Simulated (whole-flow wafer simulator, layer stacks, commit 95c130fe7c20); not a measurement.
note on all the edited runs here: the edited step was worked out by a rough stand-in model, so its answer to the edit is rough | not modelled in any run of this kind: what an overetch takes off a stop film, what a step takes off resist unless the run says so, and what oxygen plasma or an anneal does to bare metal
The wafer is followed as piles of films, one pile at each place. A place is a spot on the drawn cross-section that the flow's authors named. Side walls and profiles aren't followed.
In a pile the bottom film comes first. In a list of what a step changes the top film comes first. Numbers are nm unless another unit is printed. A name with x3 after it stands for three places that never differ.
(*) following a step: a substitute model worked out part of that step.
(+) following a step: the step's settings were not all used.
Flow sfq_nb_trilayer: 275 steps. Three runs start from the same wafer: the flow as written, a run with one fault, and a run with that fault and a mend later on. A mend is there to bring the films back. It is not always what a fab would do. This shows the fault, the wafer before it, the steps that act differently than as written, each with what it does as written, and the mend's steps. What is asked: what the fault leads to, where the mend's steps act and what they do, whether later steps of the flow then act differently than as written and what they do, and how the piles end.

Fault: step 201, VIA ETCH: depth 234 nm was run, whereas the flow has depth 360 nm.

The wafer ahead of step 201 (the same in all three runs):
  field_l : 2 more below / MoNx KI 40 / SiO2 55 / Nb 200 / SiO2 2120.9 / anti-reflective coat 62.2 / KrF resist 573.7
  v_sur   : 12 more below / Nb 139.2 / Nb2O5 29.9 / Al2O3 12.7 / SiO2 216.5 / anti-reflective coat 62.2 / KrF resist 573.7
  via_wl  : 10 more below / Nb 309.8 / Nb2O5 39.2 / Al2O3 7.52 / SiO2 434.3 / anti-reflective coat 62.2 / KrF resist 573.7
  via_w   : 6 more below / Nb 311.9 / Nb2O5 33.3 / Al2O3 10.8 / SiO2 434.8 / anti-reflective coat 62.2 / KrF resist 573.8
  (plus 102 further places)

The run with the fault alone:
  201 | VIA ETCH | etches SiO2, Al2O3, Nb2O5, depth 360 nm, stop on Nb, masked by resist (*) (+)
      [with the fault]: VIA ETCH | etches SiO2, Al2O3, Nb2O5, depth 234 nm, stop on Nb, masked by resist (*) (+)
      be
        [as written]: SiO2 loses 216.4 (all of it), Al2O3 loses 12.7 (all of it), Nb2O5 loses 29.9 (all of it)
        [with the fault]: SiO2 loses 216.4 (all of it), Al2O3 loses 12.7 (all of it), Nb2O5 loses 4.95
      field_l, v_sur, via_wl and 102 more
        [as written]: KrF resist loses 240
        [with the fault]: KrF resist loses 156
  Later steps of the flow acting differently than as written (6 more steps, not shown, differ only slightly: by at most 2% or 0.5 nm, whichever is larger):
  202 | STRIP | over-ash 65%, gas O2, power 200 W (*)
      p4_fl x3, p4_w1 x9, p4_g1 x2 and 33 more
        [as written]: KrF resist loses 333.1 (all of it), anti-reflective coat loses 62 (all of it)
        [with the fault]: KrF resist loses 417.1 (all of it), anti-reflective coat loses 62 (all of it)
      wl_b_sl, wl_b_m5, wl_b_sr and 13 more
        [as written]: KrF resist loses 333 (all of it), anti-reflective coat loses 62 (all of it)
        [with the fault]: KrF resist loses 417 (all of it), anti-reflective coat loses 62 (all of it)
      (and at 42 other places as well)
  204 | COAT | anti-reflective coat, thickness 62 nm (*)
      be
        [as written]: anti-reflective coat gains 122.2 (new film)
        [with the fault]: anti-reflective coat gains 118.5 (new film)
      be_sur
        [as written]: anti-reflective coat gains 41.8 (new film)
        [with the fault]: anti-reflective coat gains 42.7 (new film)
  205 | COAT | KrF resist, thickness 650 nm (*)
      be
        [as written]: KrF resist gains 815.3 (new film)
        [with the fault]: KrF resist gains 797.5 (new film)
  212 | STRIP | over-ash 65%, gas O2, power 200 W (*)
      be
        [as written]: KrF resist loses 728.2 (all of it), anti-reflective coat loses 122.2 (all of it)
        [with the fault]: KrF resist loses 710.3 (all of it), anti-reflective coat loses 118.5 (all of it)
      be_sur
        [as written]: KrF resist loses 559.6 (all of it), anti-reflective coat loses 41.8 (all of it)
        [with the fault]: KrF resist loses 561.1 (all of it), anti-reflective coat loses 42.7 (all of it)
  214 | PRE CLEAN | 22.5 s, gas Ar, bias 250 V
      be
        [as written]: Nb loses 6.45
        [with the fault]: Nb2O5 loses 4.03
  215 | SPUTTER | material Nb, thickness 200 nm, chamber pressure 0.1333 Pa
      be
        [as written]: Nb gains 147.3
        [with the fault]: Nb gains 153.6 (new film)
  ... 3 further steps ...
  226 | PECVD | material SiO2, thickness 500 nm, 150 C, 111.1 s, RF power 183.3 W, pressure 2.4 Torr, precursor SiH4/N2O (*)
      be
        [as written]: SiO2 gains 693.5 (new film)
        [with the fault]: SiO2 gains 659.8 (new film)
  At be, the piles at the end differ from the flow's by more than 2% or 0.5 nm, whichever is larger.
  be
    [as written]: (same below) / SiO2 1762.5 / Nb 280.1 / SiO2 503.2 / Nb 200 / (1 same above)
    [with the fault]: (same below) / SiO2 1762.5 / Nb 139.2 / Nb2O5 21 / Nb 153.6 / SiO2 469.6 / Nb 200 / (1 same above)

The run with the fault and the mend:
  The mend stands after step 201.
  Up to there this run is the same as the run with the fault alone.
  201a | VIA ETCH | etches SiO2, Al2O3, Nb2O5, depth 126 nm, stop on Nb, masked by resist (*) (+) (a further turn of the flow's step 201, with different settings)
      field_l, v_sur, via_wl and 102 more
        KrF resist loses 84
      be
        Nb2O5 loses 25 (all of it)
  Every later step of the flow that is run acts as written at every place that is followed.
  The piles end the same as the flow's at every place that both follow.
